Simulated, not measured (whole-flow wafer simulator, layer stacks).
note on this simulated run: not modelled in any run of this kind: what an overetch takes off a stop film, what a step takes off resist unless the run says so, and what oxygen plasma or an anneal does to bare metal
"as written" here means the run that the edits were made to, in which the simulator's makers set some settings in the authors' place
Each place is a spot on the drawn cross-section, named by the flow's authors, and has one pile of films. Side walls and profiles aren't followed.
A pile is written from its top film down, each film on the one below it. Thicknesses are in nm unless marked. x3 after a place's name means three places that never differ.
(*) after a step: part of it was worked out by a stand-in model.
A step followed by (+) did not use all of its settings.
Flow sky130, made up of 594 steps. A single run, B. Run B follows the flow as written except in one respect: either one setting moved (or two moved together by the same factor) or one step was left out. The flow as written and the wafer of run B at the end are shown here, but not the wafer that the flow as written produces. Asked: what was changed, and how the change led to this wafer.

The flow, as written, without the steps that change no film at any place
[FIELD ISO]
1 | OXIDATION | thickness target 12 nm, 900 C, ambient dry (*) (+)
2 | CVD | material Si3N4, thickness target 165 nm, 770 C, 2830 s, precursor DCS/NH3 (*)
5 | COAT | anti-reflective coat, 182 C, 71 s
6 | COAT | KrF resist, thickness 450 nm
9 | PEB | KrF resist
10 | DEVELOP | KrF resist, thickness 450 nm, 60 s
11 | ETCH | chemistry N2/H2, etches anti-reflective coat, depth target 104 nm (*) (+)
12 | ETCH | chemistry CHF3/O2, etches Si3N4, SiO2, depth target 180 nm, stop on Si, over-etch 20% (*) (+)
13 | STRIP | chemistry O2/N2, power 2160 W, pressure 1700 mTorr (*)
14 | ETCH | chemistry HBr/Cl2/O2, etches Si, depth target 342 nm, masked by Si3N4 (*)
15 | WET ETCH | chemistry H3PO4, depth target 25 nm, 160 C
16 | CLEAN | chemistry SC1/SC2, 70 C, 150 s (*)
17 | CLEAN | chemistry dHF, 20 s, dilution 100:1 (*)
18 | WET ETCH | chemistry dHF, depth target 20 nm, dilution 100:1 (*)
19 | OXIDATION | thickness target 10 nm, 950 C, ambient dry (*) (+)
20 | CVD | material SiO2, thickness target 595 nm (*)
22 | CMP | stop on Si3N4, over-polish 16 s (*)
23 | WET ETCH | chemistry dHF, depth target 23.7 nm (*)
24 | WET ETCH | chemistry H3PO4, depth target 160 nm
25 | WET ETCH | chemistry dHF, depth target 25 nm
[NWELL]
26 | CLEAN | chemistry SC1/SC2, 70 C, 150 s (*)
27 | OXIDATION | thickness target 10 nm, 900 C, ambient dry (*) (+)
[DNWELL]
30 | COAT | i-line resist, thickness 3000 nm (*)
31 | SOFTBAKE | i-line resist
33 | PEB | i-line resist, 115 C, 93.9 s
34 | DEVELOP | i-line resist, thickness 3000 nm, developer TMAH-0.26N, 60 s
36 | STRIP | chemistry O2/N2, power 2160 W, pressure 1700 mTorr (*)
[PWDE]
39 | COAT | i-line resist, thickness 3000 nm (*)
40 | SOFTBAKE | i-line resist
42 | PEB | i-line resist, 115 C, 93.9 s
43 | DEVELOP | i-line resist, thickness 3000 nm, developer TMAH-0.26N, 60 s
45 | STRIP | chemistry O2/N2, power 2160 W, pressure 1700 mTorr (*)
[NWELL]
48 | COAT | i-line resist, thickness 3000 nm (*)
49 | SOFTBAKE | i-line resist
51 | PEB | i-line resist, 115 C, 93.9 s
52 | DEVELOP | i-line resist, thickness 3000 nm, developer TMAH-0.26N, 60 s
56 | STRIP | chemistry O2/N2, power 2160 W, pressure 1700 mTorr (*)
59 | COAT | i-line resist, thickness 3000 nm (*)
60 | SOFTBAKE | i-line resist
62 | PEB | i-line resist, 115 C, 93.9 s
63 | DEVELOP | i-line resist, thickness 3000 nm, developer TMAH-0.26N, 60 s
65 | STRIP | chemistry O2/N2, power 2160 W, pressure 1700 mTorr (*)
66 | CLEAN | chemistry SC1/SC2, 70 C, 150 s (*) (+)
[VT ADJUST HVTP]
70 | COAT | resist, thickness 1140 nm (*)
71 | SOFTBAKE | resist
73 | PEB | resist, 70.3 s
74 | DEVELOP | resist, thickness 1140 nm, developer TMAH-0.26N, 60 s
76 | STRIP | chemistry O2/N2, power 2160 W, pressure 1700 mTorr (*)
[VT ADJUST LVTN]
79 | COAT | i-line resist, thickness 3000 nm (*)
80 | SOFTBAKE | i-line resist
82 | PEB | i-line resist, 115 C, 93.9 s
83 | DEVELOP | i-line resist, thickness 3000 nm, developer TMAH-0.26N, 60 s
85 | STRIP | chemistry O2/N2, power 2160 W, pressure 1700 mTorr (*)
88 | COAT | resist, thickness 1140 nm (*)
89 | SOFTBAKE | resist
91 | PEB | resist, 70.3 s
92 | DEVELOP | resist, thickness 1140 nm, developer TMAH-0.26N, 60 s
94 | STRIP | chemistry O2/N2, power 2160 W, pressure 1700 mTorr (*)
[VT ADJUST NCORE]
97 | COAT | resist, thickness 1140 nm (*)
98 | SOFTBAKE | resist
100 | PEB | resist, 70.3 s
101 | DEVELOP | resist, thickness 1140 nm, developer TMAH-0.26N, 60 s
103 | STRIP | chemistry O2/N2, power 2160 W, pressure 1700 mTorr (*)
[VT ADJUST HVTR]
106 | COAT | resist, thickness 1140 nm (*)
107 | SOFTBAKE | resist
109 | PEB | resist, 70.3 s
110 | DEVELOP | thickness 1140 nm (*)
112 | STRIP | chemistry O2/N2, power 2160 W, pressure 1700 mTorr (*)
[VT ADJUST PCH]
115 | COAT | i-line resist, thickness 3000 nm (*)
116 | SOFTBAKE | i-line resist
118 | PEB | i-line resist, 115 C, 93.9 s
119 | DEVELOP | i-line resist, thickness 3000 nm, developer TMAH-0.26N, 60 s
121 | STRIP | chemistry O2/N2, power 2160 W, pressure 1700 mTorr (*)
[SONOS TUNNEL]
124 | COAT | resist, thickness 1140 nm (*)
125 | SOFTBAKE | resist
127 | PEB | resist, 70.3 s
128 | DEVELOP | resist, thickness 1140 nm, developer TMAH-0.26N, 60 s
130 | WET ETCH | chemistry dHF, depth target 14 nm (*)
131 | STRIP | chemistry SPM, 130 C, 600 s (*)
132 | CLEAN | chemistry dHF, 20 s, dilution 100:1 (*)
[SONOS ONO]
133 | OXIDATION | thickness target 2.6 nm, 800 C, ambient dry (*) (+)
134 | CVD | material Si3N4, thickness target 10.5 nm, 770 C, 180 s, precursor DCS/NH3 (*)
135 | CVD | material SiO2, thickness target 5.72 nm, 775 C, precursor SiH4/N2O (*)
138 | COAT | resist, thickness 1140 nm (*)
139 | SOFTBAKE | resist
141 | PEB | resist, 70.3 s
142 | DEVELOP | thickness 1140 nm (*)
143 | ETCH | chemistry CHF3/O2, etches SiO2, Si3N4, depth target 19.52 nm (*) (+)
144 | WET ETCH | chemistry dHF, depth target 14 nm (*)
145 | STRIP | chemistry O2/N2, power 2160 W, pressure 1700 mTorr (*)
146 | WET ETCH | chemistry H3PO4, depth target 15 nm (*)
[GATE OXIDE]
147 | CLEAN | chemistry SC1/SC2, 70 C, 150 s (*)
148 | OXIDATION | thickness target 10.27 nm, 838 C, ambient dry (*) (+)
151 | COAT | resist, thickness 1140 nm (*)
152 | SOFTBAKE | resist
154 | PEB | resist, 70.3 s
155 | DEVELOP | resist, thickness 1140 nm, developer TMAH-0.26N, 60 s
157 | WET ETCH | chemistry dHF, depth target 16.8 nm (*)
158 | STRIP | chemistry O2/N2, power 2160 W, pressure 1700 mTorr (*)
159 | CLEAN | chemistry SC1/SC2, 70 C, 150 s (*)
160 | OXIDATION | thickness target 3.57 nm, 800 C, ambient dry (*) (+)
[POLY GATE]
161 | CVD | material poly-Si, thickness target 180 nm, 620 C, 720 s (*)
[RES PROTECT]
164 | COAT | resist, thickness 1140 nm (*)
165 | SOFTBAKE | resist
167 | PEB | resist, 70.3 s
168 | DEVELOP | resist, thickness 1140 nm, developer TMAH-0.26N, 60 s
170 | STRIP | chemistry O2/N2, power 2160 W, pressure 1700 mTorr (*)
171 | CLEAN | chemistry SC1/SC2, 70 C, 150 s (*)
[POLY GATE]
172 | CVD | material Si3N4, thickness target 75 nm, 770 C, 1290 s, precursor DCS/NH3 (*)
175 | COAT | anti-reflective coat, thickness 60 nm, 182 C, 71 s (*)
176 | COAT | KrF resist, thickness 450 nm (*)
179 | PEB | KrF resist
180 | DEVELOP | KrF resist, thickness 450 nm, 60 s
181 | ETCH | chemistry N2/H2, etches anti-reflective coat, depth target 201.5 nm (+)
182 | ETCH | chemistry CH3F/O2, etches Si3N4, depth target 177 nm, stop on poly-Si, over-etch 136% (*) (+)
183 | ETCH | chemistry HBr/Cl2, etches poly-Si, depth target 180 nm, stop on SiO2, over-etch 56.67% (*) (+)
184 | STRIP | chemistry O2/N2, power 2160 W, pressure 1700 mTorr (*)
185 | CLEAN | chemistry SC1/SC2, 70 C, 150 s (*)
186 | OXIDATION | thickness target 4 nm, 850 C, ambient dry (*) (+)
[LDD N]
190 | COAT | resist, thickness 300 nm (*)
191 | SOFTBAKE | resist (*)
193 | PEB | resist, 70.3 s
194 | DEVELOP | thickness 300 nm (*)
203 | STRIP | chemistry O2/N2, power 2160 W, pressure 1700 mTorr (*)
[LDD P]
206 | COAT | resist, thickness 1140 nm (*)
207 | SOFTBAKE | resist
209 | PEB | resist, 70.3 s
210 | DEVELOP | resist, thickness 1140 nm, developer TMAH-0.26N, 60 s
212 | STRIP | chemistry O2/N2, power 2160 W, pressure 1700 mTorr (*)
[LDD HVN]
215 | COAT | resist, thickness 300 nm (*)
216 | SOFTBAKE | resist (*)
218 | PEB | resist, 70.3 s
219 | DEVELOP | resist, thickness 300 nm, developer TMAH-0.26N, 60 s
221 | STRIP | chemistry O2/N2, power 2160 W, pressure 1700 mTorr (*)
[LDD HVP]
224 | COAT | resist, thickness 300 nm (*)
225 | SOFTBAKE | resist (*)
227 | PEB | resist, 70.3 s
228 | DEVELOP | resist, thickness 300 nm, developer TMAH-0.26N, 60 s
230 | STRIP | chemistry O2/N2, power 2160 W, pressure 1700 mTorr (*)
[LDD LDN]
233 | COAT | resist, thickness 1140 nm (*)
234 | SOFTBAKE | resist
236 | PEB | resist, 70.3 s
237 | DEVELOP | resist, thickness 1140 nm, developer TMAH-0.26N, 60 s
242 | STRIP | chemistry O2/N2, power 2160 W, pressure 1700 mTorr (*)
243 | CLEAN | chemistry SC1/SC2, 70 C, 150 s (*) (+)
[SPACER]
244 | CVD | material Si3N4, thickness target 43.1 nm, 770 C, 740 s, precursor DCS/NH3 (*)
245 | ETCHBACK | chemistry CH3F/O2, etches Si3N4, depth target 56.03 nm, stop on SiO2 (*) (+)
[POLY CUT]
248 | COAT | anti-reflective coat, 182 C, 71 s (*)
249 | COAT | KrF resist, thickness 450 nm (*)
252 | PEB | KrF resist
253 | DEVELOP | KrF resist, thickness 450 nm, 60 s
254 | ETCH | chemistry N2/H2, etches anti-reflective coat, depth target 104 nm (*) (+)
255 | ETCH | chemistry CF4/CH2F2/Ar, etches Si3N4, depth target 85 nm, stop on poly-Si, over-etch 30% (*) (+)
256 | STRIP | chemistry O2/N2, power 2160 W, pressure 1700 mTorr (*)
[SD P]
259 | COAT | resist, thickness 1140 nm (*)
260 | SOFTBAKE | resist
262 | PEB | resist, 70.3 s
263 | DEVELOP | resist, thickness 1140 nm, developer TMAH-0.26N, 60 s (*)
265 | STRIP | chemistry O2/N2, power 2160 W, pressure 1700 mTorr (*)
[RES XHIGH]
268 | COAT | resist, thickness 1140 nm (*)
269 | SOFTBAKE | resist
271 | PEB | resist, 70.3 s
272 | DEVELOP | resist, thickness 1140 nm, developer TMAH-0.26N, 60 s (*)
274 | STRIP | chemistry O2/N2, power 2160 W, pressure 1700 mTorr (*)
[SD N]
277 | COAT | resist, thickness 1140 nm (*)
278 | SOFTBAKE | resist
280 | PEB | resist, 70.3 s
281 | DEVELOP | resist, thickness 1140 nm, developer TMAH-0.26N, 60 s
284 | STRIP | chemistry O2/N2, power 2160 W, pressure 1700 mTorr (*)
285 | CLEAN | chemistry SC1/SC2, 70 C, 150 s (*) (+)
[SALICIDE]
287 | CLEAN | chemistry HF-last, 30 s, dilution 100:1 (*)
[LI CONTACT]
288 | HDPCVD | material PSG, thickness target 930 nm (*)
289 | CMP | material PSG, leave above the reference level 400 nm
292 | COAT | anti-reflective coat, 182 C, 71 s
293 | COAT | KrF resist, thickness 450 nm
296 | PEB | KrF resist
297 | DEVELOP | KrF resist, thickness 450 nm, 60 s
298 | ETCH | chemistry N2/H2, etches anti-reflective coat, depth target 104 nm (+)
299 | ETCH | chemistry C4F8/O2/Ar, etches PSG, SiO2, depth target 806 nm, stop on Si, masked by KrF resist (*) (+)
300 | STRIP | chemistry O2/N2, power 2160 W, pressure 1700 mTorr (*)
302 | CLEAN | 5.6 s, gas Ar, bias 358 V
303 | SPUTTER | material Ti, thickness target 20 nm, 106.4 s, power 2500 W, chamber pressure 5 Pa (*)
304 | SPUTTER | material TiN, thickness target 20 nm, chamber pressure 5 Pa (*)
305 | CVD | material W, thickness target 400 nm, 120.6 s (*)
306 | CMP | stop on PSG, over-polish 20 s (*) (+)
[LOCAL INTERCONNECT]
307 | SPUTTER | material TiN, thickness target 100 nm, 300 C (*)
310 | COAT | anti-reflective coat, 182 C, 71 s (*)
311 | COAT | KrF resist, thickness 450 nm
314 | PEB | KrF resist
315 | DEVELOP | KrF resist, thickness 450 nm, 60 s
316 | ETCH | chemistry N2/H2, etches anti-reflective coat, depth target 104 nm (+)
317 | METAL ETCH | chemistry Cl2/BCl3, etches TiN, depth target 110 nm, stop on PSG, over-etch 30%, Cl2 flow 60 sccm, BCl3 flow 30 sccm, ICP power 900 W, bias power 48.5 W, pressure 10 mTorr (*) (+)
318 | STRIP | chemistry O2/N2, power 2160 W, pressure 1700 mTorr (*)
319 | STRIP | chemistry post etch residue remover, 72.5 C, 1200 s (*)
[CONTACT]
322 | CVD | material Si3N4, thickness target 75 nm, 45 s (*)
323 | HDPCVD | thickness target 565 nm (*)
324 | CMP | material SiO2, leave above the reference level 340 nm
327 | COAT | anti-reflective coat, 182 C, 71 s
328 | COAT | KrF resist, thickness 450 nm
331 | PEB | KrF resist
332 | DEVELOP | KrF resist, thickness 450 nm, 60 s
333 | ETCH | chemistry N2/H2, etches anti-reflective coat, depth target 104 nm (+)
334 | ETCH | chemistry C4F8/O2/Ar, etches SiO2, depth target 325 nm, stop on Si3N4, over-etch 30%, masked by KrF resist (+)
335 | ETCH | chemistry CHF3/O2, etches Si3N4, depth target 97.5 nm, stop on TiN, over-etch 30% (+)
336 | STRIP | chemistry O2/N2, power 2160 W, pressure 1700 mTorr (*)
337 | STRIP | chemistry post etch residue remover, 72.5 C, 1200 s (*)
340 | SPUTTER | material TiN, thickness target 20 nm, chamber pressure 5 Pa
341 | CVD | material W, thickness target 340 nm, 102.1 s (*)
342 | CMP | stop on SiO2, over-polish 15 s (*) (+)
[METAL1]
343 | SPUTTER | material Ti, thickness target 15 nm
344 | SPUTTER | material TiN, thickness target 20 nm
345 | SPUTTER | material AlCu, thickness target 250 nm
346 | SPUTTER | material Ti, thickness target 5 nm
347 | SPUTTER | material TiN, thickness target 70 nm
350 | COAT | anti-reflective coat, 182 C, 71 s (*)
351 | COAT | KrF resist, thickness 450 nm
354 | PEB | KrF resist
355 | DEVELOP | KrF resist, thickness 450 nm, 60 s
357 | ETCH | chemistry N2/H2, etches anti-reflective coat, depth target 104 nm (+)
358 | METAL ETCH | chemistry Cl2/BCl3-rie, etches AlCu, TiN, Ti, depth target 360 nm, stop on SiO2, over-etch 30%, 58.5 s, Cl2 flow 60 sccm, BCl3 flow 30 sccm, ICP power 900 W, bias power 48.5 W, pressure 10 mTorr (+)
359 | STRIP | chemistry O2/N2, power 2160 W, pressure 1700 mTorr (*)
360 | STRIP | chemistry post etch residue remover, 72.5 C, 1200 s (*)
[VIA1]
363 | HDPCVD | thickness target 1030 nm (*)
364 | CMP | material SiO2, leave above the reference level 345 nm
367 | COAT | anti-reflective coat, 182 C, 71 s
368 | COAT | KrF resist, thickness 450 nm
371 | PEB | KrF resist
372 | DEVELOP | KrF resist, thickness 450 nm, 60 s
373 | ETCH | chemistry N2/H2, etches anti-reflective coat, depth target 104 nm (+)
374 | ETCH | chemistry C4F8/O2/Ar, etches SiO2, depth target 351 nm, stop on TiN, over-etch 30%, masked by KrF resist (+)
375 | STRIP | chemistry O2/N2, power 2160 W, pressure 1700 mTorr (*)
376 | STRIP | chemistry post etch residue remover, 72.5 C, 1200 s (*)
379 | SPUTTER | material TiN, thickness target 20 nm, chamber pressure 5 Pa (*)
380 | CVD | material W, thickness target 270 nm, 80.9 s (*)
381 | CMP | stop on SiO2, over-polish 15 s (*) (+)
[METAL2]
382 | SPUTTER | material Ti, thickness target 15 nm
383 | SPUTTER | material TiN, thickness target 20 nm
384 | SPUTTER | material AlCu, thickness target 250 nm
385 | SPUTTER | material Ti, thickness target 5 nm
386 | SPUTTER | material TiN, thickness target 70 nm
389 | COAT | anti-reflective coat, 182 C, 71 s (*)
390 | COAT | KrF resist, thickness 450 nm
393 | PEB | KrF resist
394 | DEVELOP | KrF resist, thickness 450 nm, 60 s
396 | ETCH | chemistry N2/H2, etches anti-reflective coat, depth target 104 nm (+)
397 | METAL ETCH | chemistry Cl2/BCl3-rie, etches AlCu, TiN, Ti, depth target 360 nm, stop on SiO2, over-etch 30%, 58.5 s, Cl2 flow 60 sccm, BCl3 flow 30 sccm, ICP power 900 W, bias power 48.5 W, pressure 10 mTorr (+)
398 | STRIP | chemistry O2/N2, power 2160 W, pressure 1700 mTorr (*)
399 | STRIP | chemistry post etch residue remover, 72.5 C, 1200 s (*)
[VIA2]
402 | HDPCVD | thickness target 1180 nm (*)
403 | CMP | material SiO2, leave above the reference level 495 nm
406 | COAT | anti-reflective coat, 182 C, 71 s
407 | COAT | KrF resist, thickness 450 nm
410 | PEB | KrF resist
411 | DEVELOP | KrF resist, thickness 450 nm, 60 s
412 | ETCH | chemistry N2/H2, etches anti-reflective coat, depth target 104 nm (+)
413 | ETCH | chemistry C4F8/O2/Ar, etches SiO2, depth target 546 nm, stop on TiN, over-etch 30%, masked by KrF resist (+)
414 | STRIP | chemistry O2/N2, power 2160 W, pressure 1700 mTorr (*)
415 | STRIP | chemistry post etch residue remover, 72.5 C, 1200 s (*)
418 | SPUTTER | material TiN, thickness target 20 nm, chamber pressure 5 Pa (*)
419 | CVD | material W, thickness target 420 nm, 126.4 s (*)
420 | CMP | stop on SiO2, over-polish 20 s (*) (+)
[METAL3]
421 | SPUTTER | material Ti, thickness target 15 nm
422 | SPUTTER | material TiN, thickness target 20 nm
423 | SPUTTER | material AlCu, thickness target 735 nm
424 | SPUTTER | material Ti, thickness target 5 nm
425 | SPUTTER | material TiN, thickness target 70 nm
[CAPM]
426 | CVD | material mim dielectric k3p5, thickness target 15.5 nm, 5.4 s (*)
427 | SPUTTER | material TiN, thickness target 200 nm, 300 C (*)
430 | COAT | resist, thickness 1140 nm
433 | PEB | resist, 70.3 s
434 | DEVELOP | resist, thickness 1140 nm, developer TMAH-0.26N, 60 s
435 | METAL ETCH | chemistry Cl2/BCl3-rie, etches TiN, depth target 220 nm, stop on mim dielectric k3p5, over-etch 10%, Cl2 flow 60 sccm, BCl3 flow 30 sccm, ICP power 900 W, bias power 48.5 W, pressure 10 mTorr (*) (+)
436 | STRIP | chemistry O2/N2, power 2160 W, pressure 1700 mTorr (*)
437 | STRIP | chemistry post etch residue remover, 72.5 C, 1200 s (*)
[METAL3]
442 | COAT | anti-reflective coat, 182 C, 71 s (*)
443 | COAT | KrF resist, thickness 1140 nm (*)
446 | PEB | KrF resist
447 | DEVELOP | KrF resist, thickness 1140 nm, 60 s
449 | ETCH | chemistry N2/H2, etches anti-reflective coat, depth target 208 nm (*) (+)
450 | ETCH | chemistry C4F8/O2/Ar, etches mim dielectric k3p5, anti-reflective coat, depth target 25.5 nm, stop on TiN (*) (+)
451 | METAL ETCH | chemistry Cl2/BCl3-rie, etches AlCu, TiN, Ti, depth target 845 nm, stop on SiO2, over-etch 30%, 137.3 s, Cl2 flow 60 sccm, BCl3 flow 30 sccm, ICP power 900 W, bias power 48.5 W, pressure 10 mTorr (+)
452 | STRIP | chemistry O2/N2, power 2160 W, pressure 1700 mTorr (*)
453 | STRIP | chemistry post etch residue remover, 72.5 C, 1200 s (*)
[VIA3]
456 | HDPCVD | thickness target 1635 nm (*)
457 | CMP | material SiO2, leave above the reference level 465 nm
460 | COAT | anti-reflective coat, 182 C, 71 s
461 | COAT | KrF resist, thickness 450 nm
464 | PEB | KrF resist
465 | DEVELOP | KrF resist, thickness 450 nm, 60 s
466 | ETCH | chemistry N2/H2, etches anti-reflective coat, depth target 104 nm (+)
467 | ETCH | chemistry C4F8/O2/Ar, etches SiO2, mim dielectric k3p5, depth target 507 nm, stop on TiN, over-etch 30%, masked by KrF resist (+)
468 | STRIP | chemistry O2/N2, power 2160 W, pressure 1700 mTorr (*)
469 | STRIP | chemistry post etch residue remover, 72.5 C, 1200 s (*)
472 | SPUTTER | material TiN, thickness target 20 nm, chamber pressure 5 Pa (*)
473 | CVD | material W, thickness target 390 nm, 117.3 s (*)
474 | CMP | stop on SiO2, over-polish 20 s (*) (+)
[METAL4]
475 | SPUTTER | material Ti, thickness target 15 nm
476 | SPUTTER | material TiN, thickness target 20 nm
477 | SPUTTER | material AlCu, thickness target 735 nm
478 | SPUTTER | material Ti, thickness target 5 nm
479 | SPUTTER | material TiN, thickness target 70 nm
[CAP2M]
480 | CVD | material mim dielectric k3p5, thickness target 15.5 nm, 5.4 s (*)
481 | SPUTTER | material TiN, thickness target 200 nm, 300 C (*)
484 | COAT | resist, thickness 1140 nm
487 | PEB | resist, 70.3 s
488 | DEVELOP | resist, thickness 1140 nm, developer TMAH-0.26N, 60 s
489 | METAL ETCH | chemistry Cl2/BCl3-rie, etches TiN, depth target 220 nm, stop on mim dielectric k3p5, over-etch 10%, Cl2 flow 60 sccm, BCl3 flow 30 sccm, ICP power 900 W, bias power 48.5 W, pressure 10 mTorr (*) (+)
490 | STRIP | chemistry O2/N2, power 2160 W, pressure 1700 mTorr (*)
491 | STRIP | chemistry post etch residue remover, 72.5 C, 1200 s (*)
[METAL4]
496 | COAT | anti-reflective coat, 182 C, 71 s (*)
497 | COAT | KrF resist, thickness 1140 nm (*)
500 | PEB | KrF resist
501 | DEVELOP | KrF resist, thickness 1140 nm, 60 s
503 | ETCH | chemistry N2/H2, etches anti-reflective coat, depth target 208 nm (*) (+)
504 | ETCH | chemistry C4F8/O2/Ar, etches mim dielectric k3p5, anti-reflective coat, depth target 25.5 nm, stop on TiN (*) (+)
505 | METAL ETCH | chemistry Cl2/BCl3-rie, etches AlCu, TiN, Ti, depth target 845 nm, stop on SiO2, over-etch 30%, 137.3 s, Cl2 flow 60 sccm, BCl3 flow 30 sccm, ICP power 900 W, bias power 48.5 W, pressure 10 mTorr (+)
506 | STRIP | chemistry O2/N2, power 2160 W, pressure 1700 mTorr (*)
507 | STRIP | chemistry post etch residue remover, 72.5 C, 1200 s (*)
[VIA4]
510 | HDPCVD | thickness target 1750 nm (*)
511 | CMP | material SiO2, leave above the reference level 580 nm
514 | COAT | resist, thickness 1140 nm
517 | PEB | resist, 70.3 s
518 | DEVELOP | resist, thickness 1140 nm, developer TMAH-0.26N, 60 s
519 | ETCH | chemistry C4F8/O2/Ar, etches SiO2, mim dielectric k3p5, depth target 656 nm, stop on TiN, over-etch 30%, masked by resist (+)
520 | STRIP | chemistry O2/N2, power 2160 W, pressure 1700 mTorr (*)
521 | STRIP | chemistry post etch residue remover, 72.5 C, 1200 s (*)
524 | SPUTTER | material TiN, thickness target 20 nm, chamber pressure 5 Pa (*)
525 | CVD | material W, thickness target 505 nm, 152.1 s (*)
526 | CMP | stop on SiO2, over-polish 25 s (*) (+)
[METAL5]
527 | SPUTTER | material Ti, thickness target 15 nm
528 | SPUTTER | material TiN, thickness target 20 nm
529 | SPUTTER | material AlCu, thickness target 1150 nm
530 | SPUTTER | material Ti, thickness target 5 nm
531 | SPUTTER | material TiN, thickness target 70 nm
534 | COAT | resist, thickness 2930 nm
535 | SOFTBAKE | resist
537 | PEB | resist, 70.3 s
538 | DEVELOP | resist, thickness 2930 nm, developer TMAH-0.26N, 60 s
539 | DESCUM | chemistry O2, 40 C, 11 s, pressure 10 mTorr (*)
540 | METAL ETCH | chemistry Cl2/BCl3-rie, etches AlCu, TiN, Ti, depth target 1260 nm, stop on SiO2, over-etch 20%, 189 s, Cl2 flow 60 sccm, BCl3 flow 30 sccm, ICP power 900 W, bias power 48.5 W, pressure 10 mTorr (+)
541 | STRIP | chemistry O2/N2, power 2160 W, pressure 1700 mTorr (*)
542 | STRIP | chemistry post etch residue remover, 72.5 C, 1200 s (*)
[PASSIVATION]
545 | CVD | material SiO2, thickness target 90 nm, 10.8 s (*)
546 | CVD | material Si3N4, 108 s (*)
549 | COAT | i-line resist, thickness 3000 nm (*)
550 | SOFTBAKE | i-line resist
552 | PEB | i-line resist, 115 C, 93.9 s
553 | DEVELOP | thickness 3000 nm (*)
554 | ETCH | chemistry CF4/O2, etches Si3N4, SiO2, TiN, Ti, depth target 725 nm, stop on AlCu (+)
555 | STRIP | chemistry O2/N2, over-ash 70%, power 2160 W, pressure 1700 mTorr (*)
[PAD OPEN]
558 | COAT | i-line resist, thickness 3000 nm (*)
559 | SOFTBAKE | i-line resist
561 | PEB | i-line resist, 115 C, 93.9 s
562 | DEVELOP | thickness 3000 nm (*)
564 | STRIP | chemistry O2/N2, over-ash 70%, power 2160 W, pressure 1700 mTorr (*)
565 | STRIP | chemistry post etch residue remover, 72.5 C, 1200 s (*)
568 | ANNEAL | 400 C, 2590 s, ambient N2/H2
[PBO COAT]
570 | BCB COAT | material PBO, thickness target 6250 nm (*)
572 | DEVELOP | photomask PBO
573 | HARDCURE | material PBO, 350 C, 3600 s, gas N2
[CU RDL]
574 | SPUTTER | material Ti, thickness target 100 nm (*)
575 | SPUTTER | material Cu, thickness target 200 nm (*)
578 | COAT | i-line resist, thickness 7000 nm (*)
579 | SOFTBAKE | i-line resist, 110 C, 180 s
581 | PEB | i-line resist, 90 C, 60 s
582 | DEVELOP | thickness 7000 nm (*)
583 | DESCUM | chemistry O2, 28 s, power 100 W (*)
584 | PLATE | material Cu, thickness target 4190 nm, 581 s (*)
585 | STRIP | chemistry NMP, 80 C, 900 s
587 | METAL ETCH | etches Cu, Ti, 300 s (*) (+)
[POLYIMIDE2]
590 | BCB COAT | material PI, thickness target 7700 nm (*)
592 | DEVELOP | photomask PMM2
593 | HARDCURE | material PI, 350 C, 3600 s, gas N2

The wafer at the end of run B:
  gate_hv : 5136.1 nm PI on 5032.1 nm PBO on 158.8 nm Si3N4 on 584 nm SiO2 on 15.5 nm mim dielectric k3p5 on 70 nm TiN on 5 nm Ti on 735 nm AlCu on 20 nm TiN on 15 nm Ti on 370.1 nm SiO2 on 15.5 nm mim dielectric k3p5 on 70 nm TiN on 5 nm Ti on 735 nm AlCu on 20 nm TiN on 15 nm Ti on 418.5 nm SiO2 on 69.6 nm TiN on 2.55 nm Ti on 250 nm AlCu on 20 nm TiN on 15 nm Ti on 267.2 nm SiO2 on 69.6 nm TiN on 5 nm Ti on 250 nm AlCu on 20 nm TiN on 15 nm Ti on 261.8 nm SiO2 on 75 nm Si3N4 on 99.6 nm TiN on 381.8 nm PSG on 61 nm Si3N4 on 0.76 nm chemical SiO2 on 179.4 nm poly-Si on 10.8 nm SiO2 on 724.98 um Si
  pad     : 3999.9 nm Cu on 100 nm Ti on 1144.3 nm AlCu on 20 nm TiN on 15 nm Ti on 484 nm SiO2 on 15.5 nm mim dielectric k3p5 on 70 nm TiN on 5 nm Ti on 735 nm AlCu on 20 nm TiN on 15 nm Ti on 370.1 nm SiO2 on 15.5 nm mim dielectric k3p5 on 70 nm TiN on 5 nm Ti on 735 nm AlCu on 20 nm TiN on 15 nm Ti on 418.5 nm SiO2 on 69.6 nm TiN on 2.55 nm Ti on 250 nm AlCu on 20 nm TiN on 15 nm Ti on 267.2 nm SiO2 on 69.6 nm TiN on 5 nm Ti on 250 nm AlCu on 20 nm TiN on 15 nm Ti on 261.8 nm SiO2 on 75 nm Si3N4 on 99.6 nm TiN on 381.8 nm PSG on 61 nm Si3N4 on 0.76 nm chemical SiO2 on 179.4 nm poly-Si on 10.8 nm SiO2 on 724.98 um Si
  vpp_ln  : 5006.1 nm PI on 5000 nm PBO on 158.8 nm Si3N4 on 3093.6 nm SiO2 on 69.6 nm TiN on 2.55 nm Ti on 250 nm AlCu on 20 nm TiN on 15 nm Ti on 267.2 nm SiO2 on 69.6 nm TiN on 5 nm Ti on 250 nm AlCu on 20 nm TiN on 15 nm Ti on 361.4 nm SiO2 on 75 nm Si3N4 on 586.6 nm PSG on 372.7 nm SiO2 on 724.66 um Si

Cause: step 385, SPUTTER: thickness target 2.55 nm was run, while the flow as written has thickness target 5 nm.
One can read it off the wafer: gate_hv has Ti 2.55, and step 385 as written asks for 5 nm.

How this came from the change, step by step:
  385 | SPUTTER | material Ti, thickness target 5 nm
      field, active, n_well and 188 more: Ti gains 2.55 (new film) (it would be, as written: Ti gains 5 (new film))
  397 | METAL ETCH | chemistry Cl2/BCl3-rie, etches AlCu, TiN, Ti, depth target 360 nm, stop on SiO2, over-etch 30%, 58.5 s, Cl2 flow 60 sccm, BCl3 flow 30 sccm, ICP power 900 W, bias power 48.5 W, pressure 10 mTorr (+)
      field, active, gate and 82 more: TiN loses 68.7 (all of it), Ti loses 2.55 (all of it), AlCu loses 250 (all of it), TiN loses 20 (all of it), Ti loses 15 (all of it), SiO2 loses 11.2 (it would be, as written: TiN loses 68.7 (all of it), Ti loses 5 (all of it), AlCu loses 250 (all of it), TiN loses 20 (all of it), Ti loses 15 (all of it), SiO2 loses 10.9)
